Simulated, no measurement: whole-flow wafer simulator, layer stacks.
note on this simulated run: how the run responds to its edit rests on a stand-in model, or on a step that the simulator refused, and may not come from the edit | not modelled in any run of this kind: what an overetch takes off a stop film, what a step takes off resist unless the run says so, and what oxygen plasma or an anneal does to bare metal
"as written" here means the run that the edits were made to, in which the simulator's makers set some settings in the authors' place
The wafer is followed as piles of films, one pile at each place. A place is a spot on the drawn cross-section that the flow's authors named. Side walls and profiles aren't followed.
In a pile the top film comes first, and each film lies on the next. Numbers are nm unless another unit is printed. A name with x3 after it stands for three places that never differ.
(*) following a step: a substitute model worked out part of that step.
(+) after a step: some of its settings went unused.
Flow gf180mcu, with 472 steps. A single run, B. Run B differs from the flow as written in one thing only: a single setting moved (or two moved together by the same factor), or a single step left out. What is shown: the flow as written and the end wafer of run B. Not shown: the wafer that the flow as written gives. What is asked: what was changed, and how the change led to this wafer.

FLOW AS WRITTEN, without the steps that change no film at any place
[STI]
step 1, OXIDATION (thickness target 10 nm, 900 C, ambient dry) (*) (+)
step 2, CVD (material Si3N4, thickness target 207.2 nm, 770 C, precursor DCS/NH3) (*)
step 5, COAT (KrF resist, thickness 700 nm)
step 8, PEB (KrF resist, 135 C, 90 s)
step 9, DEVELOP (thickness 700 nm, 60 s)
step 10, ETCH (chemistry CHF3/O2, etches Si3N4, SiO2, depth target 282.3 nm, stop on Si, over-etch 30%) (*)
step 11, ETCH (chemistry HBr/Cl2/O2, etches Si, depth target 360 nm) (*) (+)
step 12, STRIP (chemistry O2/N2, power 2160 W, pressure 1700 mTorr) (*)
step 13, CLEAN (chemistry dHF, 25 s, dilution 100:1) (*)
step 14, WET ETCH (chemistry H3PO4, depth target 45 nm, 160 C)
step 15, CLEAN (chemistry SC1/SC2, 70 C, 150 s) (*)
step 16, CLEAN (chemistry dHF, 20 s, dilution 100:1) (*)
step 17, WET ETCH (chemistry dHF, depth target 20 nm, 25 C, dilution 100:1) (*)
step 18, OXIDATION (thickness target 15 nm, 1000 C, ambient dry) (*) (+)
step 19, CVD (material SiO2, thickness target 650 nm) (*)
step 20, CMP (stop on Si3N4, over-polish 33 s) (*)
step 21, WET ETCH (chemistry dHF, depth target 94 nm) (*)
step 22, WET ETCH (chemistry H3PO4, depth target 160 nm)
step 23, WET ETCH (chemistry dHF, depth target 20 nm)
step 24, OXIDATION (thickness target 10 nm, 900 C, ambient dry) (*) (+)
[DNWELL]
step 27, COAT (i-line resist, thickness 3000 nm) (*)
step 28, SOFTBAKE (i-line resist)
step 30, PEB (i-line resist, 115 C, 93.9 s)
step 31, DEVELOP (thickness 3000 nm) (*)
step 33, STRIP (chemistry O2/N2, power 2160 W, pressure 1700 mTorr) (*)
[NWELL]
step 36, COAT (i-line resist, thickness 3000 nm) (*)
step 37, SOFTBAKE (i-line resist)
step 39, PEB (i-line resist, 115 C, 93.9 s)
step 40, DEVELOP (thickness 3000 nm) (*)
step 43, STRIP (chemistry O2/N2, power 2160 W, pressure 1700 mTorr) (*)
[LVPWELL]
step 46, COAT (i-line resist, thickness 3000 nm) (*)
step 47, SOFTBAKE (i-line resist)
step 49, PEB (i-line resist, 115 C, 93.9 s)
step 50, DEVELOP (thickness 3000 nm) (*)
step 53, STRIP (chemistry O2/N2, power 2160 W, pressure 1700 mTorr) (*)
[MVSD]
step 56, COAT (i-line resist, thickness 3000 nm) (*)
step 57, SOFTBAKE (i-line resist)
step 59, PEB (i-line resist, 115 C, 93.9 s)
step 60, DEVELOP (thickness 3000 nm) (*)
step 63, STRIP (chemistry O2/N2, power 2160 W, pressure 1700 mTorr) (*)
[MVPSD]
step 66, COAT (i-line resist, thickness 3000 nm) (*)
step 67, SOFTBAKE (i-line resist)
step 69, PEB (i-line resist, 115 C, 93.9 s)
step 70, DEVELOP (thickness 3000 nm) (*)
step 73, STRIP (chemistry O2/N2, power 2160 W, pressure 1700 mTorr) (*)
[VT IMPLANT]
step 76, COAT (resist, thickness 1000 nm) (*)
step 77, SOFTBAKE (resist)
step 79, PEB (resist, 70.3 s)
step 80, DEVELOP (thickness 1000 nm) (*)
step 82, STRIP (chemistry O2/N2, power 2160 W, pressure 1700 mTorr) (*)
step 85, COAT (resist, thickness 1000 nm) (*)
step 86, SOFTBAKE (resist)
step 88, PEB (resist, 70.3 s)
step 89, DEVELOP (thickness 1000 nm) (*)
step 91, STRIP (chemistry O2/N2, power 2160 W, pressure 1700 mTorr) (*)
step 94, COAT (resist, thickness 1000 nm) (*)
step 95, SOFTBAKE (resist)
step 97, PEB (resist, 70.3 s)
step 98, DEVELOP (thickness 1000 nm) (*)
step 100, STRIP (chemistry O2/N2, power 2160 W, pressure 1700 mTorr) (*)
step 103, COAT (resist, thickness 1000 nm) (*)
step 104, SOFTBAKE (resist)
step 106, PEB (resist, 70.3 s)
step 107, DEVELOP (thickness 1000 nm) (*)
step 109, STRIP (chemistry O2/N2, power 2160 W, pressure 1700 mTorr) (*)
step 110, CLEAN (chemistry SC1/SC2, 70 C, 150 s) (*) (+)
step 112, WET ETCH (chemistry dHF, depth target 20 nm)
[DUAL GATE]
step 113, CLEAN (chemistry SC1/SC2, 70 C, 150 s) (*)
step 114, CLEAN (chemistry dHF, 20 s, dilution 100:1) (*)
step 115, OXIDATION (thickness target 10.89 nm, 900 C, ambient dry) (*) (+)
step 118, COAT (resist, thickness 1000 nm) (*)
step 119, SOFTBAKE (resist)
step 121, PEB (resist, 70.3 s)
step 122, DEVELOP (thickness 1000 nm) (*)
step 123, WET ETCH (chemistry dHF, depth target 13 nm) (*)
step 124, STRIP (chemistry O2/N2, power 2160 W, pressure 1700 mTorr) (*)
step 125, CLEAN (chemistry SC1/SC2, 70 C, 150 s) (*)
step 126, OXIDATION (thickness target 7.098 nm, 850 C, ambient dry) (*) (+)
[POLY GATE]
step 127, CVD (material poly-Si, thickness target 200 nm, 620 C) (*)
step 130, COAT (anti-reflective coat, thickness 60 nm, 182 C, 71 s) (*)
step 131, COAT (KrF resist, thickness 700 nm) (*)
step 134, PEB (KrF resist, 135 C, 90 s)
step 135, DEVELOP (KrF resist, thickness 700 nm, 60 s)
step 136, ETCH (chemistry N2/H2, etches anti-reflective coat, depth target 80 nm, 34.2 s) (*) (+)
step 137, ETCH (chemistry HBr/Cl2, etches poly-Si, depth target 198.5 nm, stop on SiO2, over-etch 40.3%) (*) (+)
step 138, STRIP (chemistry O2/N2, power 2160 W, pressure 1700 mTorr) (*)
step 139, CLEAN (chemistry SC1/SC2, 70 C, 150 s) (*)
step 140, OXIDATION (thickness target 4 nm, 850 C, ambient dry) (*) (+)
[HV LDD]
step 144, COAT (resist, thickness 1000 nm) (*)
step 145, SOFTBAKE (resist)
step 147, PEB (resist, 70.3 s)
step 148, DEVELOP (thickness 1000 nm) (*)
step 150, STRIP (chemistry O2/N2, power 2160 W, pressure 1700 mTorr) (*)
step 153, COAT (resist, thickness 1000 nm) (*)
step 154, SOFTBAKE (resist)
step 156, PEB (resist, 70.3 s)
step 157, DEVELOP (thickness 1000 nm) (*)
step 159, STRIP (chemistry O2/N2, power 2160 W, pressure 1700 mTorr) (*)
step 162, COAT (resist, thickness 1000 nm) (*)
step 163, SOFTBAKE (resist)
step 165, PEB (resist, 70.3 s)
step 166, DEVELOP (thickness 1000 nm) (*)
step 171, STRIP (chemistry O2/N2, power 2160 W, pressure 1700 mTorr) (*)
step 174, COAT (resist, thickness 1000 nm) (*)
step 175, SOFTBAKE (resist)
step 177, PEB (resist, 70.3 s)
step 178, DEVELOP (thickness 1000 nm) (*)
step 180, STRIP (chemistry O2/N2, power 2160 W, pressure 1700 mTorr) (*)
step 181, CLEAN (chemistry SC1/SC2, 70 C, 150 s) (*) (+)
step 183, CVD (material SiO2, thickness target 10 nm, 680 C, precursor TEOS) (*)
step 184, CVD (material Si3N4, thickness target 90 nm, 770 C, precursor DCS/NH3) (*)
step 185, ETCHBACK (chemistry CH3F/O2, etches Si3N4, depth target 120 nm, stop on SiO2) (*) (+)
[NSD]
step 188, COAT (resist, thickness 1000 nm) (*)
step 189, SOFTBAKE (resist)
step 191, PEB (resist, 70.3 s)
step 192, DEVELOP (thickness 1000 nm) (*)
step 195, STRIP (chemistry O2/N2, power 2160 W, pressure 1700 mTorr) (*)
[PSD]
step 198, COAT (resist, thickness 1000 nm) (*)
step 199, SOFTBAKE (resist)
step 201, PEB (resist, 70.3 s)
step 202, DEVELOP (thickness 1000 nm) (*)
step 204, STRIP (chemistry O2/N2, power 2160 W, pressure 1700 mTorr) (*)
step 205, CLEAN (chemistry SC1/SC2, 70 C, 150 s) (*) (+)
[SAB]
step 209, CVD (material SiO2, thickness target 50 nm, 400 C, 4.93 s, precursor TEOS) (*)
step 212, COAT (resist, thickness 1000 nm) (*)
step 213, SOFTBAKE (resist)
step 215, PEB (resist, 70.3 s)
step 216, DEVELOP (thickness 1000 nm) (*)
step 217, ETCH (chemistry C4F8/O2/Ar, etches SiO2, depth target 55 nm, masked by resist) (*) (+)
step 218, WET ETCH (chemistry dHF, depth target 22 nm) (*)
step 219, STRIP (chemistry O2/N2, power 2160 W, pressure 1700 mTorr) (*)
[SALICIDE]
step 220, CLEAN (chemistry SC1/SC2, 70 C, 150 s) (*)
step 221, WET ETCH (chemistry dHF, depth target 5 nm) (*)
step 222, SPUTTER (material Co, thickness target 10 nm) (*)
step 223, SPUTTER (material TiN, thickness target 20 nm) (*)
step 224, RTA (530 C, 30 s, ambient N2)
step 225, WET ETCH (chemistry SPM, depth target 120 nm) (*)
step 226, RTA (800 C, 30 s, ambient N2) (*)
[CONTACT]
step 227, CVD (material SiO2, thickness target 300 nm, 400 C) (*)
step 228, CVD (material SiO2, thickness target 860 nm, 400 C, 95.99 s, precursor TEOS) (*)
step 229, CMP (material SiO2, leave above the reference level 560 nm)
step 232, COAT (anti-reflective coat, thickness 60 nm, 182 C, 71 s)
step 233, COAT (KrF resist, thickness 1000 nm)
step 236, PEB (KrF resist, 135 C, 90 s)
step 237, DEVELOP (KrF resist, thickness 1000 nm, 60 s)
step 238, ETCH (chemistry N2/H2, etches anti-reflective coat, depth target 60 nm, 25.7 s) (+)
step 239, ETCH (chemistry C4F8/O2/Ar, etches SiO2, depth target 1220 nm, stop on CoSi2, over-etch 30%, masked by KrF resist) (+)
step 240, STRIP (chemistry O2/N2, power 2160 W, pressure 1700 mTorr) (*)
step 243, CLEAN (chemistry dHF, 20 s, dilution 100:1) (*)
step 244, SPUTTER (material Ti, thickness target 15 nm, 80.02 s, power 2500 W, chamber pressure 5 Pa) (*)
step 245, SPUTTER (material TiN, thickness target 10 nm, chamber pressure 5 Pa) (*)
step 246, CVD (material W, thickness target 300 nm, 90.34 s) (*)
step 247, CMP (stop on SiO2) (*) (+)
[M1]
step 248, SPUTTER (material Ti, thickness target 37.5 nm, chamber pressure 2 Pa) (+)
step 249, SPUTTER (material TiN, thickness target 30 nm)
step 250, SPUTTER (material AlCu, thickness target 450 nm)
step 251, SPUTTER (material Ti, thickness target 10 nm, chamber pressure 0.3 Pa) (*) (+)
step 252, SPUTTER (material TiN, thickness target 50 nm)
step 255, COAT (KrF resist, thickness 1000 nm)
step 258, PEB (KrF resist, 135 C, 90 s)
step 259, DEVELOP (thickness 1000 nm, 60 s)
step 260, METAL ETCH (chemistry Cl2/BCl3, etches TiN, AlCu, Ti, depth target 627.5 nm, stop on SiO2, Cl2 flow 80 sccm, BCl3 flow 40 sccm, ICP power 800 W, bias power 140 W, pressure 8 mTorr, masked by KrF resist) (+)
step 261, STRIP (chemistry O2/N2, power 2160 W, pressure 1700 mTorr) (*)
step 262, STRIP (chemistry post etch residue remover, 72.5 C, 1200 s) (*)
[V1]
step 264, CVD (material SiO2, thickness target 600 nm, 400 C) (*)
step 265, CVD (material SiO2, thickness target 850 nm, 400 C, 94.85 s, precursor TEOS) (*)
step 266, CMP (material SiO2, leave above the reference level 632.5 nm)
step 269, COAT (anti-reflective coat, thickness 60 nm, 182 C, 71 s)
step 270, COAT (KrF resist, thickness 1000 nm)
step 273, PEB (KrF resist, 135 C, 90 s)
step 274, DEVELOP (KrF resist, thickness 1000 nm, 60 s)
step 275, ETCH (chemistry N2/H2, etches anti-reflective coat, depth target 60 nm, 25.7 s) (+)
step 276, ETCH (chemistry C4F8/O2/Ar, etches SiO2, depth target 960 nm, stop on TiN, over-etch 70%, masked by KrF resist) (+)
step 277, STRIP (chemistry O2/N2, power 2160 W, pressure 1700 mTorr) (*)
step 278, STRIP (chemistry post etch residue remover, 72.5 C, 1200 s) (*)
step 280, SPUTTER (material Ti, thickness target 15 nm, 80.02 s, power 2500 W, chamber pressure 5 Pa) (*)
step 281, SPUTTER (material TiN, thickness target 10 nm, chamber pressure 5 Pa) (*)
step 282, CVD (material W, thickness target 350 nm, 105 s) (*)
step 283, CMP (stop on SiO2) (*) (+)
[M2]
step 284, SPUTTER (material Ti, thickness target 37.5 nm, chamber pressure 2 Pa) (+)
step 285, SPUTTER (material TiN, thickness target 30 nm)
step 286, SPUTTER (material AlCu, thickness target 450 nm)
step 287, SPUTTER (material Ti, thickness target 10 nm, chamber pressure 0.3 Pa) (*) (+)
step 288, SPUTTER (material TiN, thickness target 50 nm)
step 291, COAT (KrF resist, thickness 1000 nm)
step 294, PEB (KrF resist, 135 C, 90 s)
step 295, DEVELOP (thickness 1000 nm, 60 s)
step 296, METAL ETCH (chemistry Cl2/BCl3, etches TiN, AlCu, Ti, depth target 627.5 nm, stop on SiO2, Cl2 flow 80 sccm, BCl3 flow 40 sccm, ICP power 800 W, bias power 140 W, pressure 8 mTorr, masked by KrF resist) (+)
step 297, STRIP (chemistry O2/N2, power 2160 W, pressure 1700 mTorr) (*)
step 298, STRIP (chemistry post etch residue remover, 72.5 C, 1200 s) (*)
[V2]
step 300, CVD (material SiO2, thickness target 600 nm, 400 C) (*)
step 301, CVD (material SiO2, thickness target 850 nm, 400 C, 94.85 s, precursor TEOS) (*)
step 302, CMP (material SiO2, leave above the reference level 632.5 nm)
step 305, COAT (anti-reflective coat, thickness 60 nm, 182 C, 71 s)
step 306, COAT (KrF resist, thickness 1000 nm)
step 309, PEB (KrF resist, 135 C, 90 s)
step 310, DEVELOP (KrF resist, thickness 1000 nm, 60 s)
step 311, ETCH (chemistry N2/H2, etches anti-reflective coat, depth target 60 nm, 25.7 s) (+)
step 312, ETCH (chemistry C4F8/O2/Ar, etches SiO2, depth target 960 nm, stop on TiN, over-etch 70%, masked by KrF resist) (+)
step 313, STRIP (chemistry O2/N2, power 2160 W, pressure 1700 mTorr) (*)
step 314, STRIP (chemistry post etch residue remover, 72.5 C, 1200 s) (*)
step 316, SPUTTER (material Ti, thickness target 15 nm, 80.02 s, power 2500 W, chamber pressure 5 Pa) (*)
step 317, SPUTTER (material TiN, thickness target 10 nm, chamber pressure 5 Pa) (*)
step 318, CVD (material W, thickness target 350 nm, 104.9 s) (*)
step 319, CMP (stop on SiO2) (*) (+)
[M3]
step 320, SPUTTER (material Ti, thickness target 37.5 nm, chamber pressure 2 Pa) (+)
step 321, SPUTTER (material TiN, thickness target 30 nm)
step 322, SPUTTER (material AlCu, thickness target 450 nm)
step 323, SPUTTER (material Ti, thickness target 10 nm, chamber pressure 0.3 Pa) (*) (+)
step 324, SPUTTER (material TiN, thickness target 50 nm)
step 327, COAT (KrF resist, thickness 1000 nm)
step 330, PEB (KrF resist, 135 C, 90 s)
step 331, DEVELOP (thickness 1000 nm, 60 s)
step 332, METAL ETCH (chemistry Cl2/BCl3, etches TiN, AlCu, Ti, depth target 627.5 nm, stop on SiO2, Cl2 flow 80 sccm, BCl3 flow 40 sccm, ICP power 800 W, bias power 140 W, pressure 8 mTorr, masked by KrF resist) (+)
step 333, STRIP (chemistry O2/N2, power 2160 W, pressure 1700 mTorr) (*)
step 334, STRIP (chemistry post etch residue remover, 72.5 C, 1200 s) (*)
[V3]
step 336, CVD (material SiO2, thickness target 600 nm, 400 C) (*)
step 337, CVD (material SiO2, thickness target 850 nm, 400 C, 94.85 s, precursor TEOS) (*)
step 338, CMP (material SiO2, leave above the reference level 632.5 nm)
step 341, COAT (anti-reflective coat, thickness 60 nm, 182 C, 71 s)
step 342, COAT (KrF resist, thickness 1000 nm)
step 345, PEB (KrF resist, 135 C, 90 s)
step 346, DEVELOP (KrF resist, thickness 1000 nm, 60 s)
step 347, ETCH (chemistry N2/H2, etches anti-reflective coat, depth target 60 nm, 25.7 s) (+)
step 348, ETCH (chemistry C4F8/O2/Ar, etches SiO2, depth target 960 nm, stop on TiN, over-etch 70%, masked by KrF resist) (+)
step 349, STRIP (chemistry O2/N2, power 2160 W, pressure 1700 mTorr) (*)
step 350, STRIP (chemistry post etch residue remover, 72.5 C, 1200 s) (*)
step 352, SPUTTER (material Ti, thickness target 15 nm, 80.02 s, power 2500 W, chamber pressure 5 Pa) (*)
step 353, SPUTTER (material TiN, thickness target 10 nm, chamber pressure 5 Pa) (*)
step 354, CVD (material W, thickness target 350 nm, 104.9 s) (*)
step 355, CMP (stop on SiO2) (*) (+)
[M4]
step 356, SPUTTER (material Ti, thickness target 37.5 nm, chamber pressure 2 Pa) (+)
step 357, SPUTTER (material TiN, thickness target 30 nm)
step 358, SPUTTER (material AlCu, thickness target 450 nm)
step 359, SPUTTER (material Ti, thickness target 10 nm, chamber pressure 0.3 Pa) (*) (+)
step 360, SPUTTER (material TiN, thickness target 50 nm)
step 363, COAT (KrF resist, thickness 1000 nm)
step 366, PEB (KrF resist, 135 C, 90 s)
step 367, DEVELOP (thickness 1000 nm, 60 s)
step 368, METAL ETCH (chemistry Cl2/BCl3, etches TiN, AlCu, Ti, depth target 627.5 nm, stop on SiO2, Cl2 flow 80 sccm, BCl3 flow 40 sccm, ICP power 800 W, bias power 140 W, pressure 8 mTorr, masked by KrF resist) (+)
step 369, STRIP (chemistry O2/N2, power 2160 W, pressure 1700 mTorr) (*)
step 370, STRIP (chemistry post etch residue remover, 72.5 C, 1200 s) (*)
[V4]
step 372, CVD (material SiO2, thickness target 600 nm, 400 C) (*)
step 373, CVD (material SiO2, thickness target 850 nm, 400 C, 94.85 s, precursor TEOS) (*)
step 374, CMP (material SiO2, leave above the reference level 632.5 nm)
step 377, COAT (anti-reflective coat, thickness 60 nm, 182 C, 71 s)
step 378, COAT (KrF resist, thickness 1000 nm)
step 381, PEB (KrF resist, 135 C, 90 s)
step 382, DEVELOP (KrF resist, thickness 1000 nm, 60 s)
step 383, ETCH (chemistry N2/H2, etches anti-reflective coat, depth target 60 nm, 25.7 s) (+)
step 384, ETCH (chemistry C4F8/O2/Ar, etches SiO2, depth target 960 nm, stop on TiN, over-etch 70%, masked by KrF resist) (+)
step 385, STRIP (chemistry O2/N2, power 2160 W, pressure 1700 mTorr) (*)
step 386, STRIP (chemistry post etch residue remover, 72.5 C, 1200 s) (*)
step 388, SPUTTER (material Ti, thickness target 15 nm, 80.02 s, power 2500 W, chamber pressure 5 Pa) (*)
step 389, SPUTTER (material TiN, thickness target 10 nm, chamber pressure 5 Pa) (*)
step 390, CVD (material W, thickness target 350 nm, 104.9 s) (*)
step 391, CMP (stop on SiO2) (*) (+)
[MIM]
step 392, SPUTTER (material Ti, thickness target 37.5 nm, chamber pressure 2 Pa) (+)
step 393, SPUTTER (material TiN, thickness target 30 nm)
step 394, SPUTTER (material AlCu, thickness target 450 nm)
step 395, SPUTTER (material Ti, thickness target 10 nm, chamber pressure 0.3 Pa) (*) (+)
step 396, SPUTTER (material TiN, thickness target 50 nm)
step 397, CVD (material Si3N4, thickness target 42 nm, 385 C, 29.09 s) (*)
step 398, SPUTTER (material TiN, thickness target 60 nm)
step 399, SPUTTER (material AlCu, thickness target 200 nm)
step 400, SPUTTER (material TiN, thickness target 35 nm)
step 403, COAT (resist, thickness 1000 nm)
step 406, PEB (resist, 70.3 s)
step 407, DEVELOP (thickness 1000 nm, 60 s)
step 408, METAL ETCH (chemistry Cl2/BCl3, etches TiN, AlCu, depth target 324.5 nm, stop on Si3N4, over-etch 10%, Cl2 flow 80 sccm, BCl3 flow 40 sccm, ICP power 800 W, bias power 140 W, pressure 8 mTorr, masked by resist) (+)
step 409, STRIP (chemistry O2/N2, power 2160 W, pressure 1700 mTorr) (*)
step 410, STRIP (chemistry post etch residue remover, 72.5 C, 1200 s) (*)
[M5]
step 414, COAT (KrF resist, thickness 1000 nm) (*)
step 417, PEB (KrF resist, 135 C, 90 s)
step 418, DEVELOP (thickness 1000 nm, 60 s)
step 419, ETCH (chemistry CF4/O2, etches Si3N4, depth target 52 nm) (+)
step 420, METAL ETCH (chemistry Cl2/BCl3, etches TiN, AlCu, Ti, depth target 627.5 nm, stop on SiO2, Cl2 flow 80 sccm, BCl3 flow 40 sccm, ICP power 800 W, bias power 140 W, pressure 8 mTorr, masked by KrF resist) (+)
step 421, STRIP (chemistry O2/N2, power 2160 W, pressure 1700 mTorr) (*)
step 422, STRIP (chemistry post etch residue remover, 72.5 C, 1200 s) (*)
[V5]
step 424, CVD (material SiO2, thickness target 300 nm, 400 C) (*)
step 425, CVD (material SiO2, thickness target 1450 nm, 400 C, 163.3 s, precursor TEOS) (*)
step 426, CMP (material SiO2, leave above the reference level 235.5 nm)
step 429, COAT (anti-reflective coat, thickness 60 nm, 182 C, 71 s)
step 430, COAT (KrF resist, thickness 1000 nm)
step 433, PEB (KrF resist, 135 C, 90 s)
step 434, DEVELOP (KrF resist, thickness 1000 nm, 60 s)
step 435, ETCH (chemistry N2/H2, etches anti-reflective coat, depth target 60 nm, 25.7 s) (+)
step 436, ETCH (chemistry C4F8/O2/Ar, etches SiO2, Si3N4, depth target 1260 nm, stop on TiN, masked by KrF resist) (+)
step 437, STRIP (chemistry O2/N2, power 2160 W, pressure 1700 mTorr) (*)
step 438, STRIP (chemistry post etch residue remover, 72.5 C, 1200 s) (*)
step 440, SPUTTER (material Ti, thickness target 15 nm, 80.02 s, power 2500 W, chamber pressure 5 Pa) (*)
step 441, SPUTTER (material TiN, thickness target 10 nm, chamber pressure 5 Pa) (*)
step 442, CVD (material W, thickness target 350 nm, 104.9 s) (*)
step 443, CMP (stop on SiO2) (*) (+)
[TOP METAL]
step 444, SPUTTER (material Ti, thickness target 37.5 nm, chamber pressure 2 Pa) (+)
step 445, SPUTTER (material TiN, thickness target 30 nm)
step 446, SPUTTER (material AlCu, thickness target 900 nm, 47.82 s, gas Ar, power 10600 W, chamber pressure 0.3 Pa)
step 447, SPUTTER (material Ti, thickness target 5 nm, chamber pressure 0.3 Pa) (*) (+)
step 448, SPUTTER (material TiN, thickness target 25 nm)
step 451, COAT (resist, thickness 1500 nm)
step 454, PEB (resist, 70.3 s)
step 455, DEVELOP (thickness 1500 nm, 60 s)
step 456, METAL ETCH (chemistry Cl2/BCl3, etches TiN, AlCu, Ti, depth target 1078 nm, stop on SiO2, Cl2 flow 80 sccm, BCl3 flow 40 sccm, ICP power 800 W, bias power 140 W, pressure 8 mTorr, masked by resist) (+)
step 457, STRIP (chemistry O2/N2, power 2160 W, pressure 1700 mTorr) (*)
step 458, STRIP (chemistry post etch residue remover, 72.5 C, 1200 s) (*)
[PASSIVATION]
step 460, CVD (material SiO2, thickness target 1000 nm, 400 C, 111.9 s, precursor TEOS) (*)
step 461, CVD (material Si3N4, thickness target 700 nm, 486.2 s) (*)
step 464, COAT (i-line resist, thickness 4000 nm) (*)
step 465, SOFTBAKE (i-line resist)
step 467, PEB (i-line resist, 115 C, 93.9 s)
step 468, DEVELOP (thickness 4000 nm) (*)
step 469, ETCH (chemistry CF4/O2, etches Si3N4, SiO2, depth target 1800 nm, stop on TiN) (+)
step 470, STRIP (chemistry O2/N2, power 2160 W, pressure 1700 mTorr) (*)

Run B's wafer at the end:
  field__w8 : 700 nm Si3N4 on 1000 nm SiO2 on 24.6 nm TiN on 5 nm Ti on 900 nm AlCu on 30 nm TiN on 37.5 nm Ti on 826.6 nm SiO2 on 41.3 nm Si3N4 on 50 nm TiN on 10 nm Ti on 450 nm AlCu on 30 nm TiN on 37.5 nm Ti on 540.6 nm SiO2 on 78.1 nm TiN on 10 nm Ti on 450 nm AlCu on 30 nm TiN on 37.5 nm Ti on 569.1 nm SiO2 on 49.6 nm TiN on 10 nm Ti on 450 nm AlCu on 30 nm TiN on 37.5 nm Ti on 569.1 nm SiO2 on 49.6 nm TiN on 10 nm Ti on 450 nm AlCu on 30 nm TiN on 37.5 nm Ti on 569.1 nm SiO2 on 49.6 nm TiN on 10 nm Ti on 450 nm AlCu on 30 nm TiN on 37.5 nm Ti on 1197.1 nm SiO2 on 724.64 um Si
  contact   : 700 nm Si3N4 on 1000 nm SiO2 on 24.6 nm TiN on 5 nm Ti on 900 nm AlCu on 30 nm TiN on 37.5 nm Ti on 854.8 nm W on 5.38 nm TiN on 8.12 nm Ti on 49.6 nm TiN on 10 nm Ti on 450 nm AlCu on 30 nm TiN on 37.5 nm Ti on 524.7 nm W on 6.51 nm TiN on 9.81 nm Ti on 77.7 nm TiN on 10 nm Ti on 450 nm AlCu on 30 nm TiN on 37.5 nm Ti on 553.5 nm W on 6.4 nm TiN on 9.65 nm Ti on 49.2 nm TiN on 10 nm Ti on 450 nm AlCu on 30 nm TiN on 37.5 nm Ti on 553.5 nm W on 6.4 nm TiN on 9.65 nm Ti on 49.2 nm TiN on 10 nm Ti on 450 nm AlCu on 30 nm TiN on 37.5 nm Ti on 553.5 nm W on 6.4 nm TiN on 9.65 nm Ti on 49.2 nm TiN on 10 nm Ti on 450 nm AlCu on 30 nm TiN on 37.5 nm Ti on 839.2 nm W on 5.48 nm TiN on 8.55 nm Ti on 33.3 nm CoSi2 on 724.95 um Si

What caused this: step 360, SPUTTER: thickness target 78.5 nm was run, though the flow has thickness target 50 nm.

How this came from the change, step by step:
  step 360, SPUTTER (material TiN, thickness target 50 nm)
      field, field__w1, field__w2 and 108 more: TiN gains 78.5 (new film) (it would be, as written: TiN gains 50 (new film))
  step 368, METAL ETCH (chemistry Cl2/BCl3, etches TiN, AlCu, Ti, depth target 627.5 nm, stop on SiO2, Cl2 flow 80 sccm, BCl3 flow 40 sccm, ICP power 800 W, bias power 140 W, pressure 8 mTorr, masked by KrF resist) (+)
      field, field__w1, field__w2 and 103 more: TiN loses 78.5 (all of it), Ti loses 10 (all of it), AlCu loses 450 (all of it), TiN loses 30 (all of it), Ti loses 37.5 (all of it) (it would be, as written: TiN loses 50 (all of it), Ti loses 10 (all of it), AlCu loses 450 (all of it), TiN loses 30 (all of it), Ti loses 37.5 (all of it))
  step 374, CMP (material SiO2, leave above the reference level 632.5 nm)
      field__w8, contact, m1, m1__w1, m1_nw: SiO2 loses 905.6 (it would be, as written: SiO2 loses 877.1)
  step 384, ETCH (chemistry C4F8/O2/Ar, etches SiO2, depth target 960 nm, stop on TiN, over-etch 70%, masked by KrF resist) (+)
      field, field__w1, field__w2 and 107 more: KrF resist loses 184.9 (it would be, as written: KrF resist loses 192)
      contact: SiO2 loses 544 (all of it) (it would be, as written: SiO2 loses 572.5 (all of it))
  step 390, CVD (material W, thickness target 350 nm, 104.9 s) (*)
      contact: W gains 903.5 (new film) (it would be, as written: W gains 932.3 (new film))
